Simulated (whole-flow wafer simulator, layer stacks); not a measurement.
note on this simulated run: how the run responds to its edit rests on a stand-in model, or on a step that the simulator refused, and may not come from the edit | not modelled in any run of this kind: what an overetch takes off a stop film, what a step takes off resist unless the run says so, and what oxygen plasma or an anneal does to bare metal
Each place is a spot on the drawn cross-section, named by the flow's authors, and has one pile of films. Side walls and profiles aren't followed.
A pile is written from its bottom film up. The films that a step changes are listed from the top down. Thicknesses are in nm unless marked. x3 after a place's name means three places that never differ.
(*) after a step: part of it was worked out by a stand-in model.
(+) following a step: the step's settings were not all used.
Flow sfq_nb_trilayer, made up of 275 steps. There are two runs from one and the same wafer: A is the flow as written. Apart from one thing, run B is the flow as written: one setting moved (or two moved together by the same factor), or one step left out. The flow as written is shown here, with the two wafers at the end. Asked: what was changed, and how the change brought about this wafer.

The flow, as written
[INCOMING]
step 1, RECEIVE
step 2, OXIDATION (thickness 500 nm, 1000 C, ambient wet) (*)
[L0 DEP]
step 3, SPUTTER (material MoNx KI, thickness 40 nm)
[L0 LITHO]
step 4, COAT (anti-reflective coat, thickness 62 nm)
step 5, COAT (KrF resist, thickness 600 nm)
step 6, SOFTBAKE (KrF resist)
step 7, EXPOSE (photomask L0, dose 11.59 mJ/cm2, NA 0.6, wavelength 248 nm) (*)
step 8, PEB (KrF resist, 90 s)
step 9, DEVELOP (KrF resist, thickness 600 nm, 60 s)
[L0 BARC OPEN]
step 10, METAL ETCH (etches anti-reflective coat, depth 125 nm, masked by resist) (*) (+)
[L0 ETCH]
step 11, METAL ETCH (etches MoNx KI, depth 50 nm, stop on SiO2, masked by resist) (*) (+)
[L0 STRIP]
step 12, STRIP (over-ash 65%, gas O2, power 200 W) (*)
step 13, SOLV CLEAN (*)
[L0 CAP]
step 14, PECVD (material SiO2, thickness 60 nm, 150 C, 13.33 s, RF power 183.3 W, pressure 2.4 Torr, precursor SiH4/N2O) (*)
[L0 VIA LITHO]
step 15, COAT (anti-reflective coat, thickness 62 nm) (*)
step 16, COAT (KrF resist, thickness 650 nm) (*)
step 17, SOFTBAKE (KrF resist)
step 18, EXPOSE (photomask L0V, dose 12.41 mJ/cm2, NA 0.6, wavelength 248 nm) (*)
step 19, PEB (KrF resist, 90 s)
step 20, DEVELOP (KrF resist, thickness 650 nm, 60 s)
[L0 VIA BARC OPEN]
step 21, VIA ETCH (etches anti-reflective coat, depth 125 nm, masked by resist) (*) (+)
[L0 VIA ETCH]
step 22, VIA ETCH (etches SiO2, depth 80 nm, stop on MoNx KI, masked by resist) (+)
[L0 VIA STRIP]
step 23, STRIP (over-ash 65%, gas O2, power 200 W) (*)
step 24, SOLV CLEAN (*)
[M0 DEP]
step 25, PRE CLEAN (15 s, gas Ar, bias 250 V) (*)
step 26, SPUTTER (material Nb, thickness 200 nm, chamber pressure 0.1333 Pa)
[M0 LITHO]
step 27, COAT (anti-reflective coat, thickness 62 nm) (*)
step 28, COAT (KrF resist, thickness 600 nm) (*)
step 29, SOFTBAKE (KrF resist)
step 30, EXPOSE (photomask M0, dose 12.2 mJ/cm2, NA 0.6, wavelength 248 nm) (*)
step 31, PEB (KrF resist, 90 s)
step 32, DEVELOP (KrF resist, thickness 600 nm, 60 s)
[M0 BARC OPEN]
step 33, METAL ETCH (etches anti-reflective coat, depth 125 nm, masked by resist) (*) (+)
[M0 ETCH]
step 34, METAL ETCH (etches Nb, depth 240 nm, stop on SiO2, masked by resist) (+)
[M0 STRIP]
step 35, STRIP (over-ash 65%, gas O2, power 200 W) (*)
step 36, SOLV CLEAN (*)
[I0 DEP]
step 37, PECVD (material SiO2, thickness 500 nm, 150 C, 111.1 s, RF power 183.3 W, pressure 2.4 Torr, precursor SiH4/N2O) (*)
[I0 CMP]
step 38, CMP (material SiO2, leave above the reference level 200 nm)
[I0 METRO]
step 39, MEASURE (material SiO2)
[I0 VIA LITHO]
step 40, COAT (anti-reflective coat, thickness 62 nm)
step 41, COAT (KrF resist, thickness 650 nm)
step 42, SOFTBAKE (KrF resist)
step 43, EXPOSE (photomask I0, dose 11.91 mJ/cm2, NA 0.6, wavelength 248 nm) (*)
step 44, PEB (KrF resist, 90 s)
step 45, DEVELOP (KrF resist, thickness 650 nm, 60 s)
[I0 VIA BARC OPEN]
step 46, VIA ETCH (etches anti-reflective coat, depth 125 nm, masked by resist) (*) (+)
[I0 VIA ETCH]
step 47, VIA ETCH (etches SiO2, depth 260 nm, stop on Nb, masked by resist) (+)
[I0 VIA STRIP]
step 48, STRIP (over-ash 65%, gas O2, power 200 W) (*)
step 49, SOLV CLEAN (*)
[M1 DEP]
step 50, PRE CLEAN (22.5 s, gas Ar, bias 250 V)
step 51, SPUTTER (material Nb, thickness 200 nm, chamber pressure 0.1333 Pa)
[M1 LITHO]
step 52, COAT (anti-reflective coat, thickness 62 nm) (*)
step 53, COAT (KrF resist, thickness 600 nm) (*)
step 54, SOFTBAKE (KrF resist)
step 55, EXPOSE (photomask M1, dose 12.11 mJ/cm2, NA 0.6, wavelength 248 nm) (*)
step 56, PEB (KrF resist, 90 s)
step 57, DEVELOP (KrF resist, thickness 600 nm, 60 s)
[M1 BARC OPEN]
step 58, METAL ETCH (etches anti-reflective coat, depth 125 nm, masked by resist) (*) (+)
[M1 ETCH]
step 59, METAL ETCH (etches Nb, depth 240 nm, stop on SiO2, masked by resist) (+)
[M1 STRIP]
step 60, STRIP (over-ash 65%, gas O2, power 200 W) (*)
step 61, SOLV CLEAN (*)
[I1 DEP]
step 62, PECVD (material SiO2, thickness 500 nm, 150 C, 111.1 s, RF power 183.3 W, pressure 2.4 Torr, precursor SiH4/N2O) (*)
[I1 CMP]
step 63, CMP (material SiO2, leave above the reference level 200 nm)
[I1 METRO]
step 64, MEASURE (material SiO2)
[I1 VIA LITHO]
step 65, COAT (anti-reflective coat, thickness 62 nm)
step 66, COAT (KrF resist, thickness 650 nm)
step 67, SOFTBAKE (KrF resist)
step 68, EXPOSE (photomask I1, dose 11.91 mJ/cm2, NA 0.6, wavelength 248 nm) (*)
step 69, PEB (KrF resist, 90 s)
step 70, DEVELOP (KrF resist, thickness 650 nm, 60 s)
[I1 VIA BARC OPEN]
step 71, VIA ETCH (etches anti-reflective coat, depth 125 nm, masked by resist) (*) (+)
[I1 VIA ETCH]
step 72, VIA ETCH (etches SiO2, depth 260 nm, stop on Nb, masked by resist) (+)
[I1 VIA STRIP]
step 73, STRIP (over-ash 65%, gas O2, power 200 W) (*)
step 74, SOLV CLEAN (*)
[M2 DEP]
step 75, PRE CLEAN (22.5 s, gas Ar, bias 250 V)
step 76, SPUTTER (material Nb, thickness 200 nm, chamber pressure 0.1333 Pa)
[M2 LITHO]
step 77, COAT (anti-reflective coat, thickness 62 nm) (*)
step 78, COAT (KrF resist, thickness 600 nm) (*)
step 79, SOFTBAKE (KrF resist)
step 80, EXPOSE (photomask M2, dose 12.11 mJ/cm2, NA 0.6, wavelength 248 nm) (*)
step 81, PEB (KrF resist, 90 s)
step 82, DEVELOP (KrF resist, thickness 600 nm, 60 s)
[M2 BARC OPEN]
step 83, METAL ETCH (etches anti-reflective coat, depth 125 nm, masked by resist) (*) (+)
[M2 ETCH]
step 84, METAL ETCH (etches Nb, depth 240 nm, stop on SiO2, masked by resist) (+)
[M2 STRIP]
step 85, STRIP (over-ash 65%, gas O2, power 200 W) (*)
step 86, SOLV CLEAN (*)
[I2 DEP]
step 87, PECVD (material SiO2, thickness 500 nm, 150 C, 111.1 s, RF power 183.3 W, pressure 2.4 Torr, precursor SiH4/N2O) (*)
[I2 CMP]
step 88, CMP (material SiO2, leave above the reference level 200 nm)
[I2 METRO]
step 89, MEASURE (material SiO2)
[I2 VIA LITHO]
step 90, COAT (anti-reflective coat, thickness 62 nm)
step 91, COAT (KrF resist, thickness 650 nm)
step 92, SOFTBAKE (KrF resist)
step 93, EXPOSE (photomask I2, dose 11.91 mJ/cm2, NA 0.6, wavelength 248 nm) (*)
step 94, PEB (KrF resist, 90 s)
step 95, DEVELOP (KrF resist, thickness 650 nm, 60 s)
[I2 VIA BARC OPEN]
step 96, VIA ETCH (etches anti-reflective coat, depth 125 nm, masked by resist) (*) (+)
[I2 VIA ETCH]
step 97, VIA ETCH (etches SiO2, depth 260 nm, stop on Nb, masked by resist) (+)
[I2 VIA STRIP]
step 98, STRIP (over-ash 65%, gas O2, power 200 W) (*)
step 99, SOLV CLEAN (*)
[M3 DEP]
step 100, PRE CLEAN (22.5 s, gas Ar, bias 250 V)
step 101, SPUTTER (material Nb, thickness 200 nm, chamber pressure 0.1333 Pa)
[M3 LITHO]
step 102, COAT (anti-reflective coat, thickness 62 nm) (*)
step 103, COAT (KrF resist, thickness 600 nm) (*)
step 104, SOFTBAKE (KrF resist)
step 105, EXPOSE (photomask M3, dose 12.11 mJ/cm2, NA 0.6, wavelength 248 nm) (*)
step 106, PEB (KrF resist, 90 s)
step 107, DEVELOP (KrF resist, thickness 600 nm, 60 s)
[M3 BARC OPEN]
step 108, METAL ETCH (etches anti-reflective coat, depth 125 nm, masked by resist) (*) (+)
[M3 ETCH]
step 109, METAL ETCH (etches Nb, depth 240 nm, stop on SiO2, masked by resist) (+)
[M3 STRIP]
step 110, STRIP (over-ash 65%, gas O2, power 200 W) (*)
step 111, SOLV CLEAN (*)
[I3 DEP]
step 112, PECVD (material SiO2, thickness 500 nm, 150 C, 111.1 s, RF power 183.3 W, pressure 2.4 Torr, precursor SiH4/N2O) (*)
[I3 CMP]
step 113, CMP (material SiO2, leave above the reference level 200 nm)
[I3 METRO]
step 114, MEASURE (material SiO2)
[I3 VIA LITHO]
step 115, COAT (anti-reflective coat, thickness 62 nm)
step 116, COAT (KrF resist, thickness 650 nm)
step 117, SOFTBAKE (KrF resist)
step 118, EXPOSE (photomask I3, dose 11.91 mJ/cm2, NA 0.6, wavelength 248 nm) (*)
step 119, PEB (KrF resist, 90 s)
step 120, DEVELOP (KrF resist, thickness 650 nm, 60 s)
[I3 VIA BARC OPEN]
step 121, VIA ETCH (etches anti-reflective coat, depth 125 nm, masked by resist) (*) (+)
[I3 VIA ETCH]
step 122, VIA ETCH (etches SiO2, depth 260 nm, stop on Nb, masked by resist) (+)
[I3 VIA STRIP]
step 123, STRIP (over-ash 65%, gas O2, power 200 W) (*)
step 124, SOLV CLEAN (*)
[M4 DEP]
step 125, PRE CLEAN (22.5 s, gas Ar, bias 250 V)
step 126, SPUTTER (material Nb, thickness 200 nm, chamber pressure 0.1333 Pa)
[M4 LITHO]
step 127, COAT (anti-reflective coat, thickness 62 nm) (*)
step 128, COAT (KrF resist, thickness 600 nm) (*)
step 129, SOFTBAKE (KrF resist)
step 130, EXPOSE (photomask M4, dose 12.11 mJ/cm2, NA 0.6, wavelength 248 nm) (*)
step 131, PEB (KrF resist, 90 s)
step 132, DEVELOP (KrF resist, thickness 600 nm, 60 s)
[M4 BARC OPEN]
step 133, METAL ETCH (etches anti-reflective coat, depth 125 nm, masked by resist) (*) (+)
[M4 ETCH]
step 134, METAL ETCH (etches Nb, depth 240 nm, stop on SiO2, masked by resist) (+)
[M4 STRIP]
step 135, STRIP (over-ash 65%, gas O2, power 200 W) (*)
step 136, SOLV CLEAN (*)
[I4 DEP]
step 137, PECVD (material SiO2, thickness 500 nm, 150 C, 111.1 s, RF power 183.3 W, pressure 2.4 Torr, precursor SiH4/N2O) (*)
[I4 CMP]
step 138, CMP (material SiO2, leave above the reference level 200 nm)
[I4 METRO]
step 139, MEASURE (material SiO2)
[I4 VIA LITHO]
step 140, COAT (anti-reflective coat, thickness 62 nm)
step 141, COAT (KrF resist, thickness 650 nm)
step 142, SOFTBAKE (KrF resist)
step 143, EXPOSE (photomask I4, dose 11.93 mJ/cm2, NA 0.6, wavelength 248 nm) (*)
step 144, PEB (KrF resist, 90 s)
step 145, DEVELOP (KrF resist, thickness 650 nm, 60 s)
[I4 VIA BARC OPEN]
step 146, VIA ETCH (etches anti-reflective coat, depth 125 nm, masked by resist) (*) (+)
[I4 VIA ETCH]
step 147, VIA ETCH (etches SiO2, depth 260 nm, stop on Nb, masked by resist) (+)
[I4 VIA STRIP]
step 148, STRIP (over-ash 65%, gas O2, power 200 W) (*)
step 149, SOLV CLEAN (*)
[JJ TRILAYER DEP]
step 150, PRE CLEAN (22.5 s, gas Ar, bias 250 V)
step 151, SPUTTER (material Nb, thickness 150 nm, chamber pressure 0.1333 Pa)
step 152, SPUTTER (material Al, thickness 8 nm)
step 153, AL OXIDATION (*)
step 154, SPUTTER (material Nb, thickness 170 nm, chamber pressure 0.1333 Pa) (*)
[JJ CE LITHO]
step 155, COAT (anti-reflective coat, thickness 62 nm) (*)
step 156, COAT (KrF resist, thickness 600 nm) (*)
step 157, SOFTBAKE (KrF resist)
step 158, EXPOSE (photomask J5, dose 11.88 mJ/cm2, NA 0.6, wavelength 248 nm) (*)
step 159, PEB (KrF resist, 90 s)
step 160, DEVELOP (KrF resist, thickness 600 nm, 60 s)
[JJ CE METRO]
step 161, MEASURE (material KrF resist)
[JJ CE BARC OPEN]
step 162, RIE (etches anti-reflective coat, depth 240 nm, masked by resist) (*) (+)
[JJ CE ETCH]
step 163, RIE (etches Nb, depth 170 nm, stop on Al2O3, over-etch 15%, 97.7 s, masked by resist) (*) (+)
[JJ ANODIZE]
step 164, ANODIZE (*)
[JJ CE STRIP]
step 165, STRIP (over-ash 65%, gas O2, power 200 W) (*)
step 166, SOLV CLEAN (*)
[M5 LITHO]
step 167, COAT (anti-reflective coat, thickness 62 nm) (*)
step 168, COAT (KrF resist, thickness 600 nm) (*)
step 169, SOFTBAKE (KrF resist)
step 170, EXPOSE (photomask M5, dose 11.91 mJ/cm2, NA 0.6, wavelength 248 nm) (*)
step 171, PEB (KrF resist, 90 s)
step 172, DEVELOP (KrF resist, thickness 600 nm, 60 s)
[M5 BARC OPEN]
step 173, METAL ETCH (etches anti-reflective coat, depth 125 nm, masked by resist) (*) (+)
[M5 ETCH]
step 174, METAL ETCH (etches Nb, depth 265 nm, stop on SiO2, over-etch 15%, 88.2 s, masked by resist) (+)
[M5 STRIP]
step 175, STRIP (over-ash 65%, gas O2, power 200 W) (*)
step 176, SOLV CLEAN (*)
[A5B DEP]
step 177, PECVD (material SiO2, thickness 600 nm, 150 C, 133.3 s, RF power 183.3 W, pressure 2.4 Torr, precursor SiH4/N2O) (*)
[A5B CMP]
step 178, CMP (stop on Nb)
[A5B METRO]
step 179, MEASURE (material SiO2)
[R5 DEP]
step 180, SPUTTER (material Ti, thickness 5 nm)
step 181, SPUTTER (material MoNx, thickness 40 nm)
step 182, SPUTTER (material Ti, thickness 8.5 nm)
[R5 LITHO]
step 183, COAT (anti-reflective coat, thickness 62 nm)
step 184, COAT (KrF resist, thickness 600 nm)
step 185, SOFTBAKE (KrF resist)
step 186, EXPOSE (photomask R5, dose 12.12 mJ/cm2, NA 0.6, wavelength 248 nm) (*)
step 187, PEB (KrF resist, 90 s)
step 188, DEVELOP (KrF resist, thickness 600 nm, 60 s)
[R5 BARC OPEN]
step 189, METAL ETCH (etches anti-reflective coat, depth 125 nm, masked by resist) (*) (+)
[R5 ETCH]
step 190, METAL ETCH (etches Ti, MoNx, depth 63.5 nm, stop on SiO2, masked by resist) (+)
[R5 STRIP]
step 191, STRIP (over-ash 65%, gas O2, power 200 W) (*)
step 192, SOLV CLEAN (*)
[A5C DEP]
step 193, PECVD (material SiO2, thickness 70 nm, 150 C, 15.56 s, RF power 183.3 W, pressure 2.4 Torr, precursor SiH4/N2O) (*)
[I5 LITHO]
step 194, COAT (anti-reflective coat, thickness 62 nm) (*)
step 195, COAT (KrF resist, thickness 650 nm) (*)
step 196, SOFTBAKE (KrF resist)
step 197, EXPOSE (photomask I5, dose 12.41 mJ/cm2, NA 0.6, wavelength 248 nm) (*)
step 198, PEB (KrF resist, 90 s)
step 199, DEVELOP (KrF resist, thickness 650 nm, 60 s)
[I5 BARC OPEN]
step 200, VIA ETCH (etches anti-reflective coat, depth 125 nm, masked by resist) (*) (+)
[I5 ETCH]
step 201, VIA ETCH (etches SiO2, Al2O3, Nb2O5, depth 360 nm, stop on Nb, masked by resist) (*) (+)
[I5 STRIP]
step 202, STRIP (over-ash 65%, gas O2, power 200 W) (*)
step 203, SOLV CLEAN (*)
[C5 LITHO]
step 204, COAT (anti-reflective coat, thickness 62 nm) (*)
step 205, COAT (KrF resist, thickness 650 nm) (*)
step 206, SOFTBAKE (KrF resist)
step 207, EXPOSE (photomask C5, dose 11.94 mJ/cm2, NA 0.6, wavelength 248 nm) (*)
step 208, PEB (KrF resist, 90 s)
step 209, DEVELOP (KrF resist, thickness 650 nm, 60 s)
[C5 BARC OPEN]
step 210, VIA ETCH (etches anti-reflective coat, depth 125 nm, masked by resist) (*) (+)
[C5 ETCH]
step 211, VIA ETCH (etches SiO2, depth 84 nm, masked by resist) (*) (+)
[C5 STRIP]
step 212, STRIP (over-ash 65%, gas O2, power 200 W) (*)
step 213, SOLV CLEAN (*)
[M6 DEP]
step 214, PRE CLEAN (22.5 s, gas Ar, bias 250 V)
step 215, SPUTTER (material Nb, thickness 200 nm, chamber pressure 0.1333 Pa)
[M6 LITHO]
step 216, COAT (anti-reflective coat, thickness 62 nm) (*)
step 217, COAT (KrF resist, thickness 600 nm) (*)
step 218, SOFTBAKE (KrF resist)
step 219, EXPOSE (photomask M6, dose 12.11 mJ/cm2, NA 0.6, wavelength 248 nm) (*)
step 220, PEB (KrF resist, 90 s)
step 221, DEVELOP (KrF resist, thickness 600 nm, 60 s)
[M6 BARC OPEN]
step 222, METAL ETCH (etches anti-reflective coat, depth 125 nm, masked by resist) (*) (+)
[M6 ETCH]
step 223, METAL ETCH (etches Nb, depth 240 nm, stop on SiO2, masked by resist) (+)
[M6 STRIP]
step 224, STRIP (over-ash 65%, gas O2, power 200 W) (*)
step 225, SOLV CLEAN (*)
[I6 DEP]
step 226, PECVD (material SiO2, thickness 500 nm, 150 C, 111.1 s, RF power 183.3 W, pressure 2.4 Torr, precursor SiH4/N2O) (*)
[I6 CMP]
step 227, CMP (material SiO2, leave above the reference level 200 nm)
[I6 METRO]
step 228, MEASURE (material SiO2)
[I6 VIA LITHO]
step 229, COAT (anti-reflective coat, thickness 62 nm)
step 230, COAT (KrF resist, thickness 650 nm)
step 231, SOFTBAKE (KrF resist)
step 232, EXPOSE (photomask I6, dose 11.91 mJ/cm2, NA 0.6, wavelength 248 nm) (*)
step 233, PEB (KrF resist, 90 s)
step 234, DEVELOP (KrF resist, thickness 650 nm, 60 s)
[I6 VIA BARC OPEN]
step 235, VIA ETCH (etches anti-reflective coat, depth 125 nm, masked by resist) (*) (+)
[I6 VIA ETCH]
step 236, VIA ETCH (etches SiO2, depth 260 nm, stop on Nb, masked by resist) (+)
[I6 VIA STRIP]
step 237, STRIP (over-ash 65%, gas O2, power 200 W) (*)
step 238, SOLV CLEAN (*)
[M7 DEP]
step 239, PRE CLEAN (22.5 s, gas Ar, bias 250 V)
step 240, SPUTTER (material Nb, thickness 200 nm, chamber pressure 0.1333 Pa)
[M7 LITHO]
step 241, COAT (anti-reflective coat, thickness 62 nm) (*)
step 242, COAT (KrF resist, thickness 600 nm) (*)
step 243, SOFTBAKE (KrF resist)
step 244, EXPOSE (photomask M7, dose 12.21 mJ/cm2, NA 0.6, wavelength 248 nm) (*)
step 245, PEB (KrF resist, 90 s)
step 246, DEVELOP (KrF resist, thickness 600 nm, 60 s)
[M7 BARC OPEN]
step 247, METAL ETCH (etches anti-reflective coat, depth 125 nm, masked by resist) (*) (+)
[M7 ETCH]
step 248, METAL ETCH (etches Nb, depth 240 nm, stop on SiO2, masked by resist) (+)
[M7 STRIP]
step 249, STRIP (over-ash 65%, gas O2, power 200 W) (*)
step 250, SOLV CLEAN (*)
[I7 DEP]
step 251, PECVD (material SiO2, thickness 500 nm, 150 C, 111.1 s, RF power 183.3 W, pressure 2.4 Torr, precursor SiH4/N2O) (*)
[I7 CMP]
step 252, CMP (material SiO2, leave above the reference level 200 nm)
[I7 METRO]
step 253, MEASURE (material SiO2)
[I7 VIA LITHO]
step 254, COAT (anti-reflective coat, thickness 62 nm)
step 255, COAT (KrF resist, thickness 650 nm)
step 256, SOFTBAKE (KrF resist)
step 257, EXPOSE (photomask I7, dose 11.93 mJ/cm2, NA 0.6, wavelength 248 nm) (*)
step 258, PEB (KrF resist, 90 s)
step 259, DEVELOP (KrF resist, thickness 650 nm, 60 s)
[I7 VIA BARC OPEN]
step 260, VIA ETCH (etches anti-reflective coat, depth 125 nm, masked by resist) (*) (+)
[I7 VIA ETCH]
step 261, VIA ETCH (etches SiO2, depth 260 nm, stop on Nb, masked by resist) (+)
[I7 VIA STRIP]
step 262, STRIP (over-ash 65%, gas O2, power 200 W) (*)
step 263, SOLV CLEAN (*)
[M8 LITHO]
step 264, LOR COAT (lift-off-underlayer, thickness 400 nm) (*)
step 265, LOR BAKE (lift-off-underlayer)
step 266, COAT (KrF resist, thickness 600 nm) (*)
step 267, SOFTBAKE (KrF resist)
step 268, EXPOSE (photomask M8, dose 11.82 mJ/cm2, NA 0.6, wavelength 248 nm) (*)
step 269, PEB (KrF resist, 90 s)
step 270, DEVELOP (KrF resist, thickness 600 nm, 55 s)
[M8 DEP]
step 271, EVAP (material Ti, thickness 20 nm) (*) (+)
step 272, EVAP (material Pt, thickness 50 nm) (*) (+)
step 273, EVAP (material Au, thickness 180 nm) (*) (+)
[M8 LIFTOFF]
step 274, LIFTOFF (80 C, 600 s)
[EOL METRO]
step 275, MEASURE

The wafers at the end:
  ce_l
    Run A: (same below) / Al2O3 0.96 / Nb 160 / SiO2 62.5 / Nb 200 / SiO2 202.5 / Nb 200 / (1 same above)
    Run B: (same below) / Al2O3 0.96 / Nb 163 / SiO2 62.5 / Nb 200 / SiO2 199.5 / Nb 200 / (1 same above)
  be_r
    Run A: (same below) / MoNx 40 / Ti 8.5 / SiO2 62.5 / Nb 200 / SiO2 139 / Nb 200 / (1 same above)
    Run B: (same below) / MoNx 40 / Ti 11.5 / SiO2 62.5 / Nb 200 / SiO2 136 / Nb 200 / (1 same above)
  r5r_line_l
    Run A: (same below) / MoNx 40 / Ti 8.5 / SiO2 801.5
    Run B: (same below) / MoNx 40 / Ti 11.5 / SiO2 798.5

The reason: step 182, SPUTTER: thickness 11.5 nm was run, while the flow as written has thickness 8.5 nm.
One can read it off the wafer: be_r has Ti 11.5, and step 182 as written asks for 8.5 nm.

Step by step, how the change led to this:
  step 182, SPUTTER (material Ti, thickness 8.5 nm)
      field_l, v_sur, via_wl and 103 more: A Ti gains 8.5 (new film) | B Ti gains 11.5 (new film)
  step 190, METAL ETCH (etches Ti, MoNx, depth 63.5 nm, stop on SiO2, masked by resist) (+)
      field_l, v_sur, via_wl and 92 more: A Ti loses 8.5 (all of it), MoNx loses 40 (all of it), Ti loses 5 (all of it) | B Ti loses 11.5 (all of it), MoNx loses 40 (all of it), Ti loses 5 (all of it)
      ce_l, c5j, ce_r, wl_jj: A Ti loses 8.5 (all of it), MoNx loses 40 (all of it), Ti loses 5 (all of it), Nb loses 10 | B Ti loses 11.5 (all of it), MoNx loses 40 (all of it), Ti loses 5 (all of it), Nb loses 7
  step 194, COAT (anti-reflective coat, thickness 62 nm) (*)
      ce_l: A anti-reflective coat gains 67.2 (new film) | B anti-reflective coat gains 65.8 (new film)
      ce_r: A anti-reflective coat gains 68.1 (new film) | B anti-reflective coat gains 66.7 (new film)
  step 202, STRIP (over-ash 65%, gas O2, power 200 W) (*)
      ce_l: A KrF resist loses 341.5 (all of it), anti-reflective coat loses 67.2 (all of it) | B KrF resist loses 340.7 (all of it), anti-reflective coat loses 65.8 (all of it)
      ce_r: A KrF resist loses 346.1 (all of it), anti-reflective coat loses 68.1 (all of it) | B KrF resist loses 345.6 (all of it), anti-reflective coat loses 66.7 (all of it)
  step 204, COAT (anti-reflective coat, thickness 62 nm) (*)
      ce_r: A anti-reflective coat gains 67.2 (new film) | B anti-reflective coat gains 65.7 (new film)
  step 212, STRIP (over-ash 65%, gas O2, power 200 W) (*)
      ce_r: A KrF resist loses 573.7 (all of it), anti-reflective coat loses 67.2 (all of it) | B KrF resist loses 573.6 (all of it), anti-reflective coat loses 65.7 (all of it)
  step 216, COAT (anti-reflective coat, thickness 62 nm) (*)
      sp_r: A anti-reflective coat gains 65.9 (new film) | B anti-reflective coat gains 67.4 (new film)
  step 224, STRIP (over-ash 65%, gas O2, power 200 W) (*)
      sp_r: A KrF resist loses 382 (all of it), anti-reflective coat loses 65.9 (all of it) | B KrF resist loses 381.9 (all of it), anti-reflective coat loses 67.4 (all of it)
